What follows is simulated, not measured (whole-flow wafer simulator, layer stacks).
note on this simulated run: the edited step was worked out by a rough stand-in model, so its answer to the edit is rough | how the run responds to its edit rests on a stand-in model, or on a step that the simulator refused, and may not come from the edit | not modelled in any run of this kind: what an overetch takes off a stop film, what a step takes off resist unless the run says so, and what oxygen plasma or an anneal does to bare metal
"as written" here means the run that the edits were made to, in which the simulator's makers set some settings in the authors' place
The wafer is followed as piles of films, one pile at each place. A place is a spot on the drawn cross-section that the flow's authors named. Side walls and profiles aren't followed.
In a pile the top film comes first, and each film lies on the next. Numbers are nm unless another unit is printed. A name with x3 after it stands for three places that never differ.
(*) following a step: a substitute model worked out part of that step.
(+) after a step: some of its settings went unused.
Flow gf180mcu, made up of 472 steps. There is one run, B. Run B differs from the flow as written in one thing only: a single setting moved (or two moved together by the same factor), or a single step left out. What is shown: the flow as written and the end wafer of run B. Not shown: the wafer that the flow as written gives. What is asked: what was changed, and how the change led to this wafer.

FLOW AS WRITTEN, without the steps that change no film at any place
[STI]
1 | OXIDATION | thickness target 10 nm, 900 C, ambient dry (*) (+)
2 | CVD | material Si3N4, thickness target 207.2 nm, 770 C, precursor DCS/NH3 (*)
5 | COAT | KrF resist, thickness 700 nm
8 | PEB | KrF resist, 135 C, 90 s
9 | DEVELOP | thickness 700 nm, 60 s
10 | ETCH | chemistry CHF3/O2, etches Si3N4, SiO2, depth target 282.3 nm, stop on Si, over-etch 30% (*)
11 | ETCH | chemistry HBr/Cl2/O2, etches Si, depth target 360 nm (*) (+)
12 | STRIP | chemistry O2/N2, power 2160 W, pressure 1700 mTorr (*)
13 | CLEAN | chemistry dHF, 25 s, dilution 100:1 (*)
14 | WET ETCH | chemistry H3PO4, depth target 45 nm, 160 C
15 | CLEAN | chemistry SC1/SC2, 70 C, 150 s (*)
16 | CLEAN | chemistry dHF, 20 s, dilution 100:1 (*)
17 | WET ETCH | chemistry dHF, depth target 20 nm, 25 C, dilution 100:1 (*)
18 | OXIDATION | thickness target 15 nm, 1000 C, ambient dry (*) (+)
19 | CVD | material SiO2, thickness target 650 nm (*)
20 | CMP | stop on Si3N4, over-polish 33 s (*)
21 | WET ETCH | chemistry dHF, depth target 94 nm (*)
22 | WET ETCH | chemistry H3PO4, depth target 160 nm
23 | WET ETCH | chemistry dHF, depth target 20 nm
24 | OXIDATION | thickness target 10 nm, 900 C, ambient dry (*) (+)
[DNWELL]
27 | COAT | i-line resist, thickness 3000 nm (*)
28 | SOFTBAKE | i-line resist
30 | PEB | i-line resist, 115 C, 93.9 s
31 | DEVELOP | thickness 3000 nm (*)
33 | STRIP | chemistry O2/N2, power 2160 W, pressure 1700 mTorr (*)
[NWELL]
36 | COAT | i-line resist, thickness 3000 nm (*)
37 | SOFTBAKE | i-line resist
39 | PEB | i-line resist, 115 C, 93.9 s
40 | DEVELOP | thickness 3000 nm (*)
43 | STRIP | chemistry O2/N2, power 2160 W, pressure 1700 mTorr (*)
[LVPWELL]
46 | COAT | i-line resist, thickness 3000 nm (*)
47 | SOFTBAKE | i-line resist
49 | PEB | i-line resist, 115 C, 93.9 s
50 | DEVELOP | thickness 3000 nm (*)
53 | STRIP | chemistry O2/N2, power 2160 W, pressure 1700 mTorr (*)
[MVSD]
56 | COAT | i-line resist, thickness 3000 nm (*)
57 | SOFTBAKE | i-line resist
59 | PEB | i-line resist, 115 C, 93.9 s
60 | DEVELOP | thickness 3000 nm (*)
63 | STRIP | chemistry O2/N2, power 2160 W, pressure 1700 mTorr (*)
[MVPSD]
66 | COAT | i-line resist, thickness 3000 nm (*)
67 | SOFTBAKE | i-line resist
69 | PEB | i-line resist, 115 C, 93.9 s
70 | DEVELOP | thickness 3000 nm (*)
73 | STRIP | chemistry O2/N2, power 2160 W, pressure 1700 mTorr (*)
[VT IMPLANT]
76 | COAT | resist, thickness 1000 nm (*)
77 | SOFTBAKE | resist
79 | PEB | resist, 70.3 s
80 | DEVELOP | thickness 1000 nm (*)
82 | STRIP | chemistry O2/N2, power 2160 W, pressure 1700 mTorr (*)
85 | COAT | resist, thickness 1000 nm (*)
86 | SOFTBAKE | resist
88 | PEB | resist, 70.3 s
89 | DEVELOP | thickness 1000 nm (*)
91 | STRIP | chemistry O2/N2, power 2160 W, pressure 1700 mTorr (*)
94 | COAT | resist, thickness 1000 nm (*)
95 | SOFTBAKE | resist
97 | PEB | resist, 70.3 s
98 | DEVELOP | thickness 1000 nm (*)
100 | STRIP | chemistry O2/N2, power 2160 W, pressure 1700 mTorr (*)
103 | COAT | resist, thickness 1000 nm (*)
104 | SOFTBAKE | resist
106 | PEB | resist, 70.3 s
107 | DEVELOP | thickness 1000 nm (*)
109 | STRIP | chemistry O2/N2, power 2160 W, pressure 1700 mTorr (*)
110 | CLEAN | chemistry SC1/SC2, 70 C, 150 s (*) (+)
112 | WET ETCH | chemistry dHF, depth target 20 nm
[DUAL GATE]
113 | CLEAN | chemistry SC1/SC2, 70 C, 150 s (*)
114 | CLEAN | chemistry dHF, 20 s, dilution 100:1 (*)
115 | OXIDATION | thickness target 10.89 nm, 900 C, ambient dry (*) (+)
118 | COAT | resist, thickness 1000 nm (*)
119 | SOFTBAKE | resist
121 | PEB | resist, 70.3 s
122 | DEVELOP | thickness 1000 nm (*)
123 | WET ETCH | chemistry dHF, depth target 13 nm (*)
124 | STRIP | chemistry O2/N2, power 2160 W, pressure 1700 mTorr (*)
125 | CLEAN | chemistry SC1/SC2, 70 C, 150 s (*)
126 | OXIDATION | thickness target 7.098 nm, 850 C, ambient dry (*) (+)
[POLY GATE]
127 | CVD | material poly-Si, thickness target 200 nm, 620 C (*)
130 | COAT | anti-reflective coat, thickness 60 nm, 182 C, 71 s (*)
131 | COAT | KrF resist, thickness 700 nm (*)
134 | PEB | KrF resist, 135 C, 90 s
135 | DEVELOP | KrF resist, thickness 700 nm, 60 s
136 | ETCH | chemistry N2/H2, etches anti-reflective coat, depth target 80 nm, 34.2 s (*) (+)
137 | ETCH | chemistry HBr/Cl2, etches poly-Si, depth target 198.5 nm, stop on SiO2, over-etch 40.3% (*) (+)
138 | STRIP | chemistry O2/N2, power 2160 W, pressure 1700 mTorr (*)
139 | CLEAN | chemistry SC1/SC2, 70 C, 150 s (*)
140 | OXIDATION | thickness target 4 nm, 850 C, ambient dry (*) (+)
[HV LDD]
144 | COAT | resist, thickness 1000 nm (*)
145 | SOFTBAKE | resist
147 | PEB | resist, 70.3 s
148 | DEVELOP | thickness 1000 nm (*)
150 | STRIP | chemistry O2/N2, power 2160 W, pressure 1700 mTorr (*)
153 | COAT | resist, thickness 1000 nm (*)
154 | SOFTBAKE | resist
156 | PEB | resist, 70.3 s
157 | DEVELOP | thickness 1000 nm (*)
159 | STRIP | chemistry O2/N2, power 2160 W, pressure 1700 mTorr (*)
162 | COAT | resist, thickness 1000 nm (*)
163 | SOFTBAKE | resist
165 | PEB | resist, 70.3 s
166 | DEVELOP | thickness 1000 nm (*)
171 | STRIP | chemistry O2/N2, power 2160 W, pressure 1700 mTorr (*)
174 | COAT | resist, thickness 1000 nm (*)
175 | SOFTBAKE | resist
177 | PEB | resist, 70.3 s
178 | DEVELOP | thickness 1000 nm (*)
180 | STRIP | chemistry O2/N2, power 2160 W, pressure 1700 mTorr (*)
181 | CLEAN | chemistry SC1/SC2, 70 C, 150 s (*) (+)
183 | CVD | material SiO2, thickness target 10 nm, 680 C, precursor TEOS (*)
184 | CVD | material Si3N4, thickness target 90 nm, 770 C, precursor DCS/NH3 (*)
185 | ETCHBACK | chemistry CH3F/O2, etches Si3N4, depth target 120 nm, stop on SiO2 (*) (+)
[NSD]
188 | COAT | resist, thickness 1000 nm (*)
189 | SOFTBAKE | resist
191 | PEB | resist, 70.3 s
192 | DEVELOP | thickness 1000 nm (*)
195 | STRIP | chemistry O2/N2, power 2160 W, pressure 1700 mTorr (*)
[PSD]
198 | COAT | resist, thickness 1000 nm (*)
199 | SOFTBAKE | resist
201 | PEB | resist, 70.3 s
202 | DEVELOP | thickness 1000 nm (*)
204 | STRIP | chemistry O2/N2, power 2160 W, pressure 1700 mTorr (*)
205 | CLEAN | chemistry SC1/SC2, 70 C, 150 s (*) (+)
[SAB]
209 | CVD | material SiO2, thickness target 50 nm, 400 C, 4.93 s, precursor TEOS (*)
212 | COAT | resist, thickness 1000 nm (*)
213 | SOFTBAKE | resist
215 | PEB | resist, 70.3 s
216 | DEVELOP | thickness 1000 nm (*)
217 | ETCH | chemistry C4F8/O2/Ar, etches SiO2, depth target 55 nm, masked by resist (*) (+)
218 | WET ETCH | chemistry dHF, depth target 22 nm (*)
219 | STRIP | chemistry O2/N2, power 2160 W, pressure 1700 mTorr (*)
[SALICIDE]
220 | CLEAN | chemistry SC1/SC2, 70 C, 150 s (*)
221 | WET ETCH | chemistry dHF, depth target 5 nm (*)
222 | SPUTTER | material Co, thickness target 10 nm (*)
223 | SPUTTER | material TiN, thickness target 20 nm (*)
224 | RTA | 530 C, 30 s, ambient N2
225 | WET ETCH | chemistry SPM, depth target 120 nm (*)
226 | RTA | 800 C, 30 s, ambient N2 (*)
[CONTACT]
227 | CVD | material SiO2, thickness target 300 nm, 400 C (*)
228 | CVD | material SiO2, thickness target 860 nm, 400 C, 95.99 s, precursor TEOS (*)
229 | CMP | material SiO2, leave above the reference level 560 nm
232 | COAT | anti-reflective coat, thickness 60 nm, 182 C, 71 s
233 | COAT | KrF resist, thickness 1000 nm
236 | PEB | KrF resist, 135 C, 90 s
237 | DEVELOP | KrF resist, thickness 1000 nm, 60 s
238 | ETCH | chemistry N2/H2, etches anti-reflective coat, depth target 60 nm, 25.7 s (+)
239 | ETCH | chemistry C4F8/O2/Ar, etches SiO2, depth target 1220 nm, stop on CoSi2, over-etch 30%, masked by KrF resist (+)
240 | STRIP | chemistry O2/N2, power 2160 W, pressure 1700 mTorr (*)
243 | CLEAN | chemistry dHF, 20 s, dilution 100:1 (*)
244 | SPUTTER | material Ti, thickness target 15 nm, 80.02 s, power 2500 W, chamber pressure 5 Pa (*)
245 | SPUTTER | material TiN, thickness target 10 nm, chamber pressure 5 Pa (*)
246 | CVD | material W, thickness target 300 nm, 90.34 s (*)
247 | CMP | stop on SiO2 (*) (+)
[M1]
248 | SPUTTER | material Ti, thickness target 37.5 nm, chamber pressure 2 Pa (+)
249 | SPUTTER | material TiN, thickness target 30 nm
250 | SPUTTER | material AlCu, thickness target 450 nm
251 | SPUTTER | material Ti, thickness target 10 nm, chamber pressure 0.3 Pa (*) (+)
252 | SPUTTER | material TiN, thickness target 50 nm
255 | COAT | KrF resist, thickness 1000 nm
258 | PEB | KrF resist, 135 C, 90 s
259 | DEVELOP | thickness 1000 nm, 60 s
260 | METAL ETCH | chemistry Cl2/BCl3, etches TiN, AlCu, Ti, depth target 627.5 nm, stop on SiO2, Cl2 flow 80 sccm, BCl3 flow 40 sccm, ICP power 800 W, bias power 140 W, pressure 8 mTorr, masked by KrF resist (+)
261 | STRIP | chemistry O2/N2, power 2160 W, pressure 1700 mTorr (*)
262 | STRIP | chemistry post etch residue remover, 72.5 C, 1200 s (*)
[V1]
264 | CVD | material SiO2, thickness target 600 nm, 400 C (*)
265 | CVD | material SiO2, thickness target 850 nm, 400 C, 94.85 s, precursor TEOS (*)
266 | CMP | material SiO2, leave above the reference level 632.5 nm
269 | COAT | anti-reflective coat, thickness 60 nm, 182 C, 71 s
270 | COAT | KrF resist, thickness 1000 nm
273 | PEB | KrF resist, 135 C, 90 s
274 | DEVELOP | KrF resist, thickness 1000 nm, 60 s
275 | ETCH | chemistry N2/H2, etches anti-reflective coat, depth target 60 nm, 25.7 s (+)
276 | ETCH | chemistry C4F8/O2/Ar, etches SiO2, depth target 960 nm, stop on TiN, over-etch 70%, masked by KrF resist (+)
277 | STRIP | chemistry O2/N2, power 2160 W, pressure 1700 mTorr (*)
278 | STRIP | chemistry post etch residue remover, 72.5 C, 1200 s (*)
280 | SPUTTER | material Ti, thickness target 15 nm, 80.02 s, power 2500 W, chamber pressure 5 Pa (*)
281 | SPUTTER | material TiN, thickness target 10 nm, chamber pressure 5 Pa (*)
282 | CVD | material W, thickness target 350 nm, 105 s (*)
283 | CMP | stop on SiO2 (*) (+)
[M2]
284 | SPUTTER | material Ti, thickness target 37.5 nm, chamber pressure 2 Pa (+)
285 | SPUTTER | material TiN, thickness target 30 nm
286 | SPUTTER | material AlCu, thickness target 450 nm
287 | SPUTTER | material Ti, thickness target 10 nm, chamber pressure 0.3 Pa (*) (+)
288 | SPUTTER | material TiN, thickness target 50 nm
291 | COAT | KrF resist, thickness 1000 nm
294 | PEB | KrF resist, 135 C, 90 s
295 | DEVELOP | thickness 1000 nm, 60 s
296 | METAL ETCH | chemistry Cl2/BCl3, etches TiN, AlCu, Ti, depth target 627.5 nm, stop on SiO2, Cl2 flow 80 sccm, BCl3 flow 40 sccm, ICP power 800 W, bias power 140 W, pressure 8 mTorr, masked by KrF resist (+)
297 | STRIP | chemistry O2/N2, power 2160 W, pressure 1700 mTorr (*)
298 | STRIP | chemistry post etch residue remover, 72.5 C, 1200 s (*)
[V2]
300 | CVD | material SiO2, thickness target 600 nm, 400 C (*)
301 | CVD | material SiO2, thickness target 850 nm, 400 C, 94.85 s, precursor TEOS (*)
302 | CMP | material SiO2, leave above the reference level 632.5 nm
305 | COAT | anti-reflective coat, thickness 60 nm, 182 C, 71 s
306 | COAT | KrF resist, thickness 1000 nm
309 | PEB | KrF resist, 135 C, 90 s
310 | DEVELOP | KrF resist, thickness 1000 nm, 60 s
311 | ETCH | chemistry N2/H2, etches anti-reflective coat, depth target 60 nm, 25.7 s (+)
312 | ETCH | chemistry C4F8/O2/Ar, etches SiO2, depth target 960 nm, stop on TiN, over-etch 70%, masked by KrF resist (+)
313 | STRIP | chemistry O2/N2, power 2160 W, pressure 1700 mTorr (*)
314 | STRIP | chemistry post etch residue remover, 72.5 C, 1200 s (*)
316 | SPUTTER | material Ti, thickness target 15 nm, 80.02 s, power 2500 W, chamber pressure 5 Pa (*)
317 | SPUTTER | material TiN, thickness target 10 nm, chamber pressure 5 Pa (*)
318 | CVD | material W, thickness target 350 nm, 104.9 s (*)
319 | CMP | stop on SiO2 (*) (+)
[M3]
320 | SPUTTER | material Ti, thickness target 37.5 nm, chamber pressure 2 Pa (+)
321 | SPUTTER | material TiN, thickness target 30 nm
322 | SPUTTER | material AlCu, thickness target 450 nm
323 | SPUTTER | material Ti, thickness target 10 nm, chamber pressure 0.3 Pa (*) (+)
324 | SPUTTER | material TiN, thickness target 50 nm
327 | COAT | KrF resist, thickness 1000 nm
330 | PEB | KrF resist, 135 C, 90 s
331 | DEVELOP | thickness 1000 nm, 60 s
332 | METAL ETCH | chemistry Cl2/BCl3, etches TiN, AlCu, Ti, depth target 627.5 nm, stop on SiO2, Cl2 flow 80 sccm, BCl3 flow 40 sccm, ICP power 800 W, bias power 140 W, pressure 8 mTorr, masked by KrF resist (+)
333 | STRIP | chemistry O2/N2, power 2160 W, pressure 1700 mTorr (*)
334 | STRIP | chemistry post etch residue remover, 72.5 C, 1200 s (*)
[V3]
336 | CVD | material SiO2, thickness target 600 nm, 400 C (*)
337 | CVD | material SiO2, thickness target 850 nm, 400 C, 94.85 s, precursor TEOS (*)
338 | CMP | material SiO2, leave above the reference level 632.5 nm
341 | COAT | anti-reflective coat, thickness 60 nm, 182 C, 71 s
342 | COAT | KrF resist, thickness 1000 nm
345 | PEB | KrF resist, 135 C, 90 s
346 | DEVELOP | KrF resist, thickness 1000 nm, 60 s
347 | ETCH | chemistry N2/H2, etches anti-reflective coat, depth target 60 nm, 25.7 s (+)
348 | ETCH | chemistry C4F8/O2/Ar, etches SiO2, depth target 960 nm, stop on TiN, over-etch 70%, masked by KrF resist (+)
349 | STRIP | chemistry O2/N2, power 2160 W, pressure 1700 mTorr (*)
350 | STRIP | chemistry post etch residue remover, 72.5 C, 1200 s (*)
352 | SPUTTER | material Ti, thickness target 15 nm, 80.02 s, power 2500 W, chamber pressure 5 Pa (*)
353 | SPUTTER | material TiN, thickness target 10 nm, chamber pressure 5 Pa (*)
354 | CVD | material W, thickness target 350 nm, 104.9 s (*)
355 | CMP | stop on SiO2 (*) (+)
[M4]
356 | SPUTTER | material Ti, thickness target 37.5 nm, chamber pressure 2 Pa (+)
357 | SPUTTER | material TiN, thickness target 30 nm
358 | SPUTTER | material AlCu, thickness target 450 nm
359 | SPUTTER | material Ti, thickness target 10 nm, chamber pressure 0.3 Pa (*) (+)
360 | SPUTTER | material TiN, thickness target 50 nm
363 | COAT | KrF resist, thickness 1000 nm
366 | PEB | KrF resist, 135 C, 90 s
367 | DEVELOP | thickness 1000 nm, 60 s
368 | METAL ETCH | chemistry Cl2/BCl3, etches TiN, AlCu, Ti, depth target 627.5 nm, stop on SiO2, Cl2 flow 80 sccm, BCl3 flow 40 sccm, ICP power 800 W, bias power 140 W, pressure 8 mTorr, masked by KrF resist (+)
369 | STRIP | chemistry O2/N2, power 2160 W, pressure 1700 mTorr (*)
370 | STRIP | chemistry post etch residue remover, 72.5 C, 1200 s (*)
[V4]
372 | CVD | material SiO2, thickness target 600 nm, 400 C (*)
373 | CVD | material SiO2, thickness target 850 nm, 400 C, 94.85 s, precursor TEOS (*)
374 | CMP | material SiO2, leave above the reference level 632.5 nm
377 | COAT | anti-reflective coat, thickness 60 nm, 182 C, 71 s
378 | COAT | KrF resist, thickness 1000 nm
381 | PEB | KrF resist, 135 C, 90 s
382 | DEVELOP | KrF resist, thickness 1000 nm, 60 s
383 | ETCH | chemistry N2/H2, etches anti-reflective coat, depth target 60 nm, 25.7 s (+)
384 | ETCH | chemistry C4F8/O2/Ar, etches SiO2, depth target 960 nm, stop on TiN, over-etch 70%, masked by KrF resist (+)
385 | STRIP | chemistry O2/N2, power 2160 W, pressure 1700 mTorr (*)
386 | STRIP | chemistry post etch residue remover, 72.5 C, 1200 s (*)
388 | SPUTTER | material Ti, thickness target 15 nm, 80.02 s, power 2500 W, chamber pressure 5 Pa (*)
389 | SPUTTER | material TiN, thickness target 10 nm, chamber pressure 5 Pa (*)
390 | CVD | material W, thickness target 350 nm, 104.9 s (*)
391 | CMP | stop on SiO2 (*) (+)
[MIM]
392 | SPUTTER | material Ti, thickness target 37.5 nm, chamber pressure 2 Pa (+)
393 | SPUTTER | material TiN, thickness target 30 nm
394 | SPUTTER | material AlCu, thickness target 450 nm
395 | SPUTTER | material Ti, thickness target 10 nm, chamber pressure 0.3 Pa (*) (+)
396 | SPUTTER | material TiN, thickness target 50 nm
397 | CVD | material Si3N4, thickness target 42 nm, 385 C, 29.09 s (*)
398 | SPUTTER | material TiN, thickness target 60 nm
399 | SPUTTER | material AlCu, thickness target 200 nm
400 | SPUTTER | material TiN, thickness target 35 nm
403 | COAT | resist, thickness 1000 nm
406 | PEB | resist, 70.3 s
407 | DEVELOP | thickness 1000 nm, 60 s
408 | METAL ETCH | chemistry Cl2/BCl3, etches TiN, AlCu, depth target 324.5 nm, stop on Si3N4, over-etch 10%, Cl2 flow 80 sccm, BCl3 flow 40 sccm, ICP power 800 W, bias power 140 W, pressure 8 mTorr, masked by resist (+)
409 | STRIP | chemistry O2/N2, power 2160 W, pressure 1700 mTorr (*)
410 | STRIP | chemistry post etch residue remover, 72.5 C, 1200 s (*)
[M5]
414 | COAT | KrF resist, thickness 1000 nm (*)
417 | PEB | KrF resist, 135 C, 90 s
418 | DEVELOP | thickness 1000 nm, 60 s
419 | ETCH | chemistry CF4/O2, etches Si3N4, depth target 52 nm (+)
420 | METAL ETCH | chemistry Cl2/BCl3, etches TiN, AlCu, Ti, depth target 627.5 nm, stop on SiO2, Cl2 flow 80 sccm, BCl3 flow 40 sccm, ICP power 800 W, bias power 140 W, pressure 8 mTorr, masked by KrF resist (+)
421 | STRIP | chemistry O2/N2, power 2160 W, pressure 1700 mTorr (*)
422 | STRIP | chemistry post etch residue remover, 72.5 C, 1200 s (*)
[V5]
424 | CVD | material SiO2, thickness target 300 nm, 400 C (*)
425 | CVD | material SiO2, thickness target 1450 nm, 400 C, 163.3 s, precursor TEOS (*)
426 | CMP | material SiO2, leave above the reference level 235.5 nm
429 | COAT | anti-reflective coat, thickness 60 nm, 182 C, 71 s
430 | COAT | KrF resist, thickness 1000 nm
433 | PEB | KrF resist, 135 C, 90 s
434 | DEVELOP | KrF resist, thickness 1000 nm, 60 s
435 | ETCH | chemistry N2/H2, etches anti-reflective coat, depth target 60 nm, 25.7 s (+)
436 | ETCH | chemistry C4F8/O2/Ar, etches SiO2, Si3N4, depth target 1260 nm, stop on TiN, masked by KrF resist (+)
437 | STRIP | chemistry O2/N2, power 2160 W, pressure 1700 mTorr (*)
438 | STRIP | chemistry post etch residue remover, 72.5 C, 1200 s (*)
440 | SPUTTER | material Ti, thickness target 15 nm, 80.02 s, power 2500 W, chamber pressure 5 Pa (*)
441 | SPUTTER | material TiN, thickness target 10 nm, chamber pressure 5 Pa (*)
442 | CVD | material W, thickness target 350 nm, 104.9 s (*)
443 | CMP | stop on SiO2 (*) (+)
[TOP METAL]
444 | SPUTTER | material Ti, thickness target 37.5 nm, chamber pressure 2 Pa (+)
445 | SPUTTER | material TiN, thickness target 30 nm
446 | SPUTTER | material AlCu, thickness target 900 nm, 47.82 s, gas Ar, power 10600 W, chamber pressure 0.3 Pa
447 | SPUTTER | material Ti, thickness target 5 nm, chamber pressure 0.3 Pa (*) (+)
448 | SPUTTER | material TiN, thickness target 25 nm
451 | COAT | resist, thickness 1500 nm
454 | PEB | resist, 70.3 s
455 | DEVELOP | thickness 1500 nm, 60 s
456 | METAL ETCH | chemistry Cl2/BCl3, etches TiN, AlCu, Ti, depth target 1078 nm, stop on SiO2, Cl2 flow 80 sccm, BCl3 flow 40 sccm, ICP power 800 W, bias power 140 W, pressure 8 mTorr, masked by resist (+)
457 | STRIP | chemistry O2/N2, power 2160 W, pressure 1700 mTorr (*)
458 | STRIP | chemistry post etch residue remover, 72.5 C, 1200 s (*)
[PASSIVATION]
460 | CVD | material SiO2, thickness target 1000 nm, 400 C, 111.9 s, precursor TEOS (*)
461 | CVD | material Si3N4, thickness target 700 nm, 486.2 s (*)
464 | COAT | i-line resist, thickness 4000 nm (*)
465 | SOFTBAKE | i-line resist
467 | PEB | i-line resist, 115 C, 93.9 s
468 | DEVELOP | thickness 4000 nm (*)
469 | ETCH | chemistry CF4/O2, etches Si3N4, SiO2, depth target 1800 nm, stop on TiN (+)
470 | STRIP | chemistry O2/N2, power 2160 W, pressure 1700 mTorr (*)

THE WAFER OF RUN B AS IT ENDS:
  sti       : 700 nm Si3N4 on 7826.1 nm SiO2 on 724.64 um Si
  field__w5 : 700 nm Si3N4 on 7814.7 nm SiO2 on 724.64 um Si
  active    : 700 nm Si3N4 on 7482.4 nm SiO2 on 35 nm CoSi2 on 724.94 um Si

What caused this: step 425, CVD: thickness target 740 nm was run, though the flow has thickness target 1450 nm; step 425, CVD: 83.27 s was run, where the flow has 163.3 s.

How this came from the change, step by step:
  425 | CVD | material SiO2, thickness target 1450 nm, 400 C, 163.3 s, precursor TEOS (*)
      field, field__w1, field__w4 and 100 more: SiO2 gains 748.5 (it would be, as written: SiO2 gains 1450)
      field__w2, field__w3, field__w12 and 6 more: SiO2 gains 734.6 (it would be, as written: SiO2 gains 1421.8)
  426 | CMP | material SiO2, leave above the reference level 235.5 nm
      field, field__w1, field__w5 and 92 more: nothing (it would be, as written: SiO2 loses 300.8)
      field__w2, field__w3, field__w12 and 6 more: nothing (it would be, as written: SiO2 loses 272.7)
      (also at 8 further places)
  429 | COAT | anti-reflective coat, thickness 60 nm, 182 C, 71 s
      field_sub__w2, field_sub__w4, ld_gate_p, ld_acc_p, ld_fp_p, ld_drift_p, ld_drn_p, ld_body_p_dnw: anti-reflective coat gains 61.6 (new film) (it would be, as written: anti-reflective coat gains 60 (new film))
      p_well, sti, spacer, sd_n, pad, dice_street: anti-reflective coat gains 62.8 (new film) (it would be, as written: anti-reflective coat gains 60 (new film))
      (also at 61 further places)
  430 | COAT | KrF resist, thickness 1000 nm
      field: KrF resist gains 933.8 (new film) (it would be, as written: KrF resist gains 1000 (new film))
      field__w5: KrF resist gains 1022.6 (new film) (it would be, as written: KrF resist gains 1000 (new film))
      (also at 28 further places)
  433 | PEB | KrF resist, 135 C, 90 s
      field__w7, gate_p: KrF resist loses 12 (it would be, as written: KrF resist loses 10.5)
      ppoly_u, npoly_sal: KrF resist loses 11.9 (it would be, as written: KrF resist loses 10.5)
      (also at 18 further places)
  434 | DEVELOP | KrF resist, thickness 1000 nm, 60 s
      contact: KrF resist loses 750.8 (all of it) (it would be, as written: KrF resist loses 989.5 (all of it))
  435 | ETCH | chemistry N2/H2, etches anti-reflective coat, depth target 60 nm, 25.7 s (+)
      contact: anti-reflective coat loses 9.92 (all of it), SiO2 loses 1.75 (it would be, as written: anti-reflective coat loses 60 (all of it), SiO2 loses 0.46)
  437 | STRIP | chemistry O2/N2, power 2160 W, pressure 1700 mTorr (*)
      p_well, sti, spacer, sd_n, pad, dice_street: KrF resist loses 680 (all of it), anti-reflective coat loses 62.8 (all of it) (it would be, as written: KrF resist loses 679.2 (all of it), anti-reflective coat loses 60 (all of it))
      ld_acc_p, ld_fp_p: KrF resist loses 683 (all of it), anti-reflective coat loses 61.6 (all of it) (it would be, as written: KrF resist loses 679.2 (all of it), anti-reflective coat loses 60 (all of it))
      (also at 66 further places)
  440 | SPUTTER | material Ti, thickness target 15 nm, 80.02 s, power 2500 W, chamber pressure 5 Pa (*)
      field__w2: Ti gains 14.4 (new film) (it would be, as written: Ti gains 15 (new film))
      contact: Ti gains 10.3 (new film) (it would be, as written: Ti gains 8.12 (new film))
  441 | SPUTTER | material TiN, thickness target 10 nm, chamber pressure 5 Pa (*)
      contact: TiN gains 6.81 (new film) (it would be, as written: TiN gains 5.38 (new film))
  442 | CVD | material W, thickness target 350 nm, 104.9 s (*)
      contact: W gains 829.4 (new film) (it would be, as written: W gains 1233.6 (new film))
  443 | CMP | stop on SiO2 (*) (+)
      field__w3, field__w12, npoly_sal, ppoly_sal, nw_sep_fld, gate_hv5, gate_p_hv5, sti_nw: W loses 350 (all of it), TiN loses 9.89 (all of it), Ti loses 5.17 (it would be, as written: W loses 350 (all of it), TiN loses 10 (all of it), Ti loses 15 (all of it), SiO2 loses 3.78)
      field__w2: W loses 350.2 (all of it), TiN loses 9.57 (all of it), Ti loses 4.72 (it would be, as written: W loses 350 (all of it), TiN loses 10 (all of it), Ti loses 15 (all of it), SiO2 loses 3.78)
      (also at 102 further places)
  444 | SPUTTER | material Ti, thickness target 37.5 nm, chamber pressure 2 Pa (+)
      field__w2, field__w3, field__w12 and 6 more: Ti gains 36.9 (it would be, as written: Ti gains 37.5 (new film))
  445 | SPUTTER | material TiN, thickness target 30 nm
      field__w2, field__w3, field__w12 and 6 more: TiN gains 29 (new film) (it would be, as written: TiN gains 30 (new film))
  446 | SPUTTER | material AlCu, thickness target 900 nm, 47.82 s, gas Ar, power 10600 W, chamber pressure 0.3 Pa
      field__w2, field__w3, field__w12 and 6 more: AlCu gains 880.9 (new film) (it would be, as written: AlCu gains 900 (new film))
  447 | SPUTTER | material Ti, thickness target 5 nm, chamber pressure 0.3 Pa (*) (+)
      field__w2: Ti gains 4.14 (new film) (it would be, as written: Ti gains 5 (new film))
  ... 10 other steps ...
  470 | STRIP | chemistry O2/N2, power 2160 W, pressure 1700 mTorr (*)
      field__w8, m1__w1: i-line resist loses 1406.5 (all of it) (it would be, as written: i-line resist loses 1775.9 (all of it))
      m1: i-line resist loses 1422.6 (all of it) (it would be, as written: i-line resist loses 1798.9 (all of it))
      (also at 3 further places)
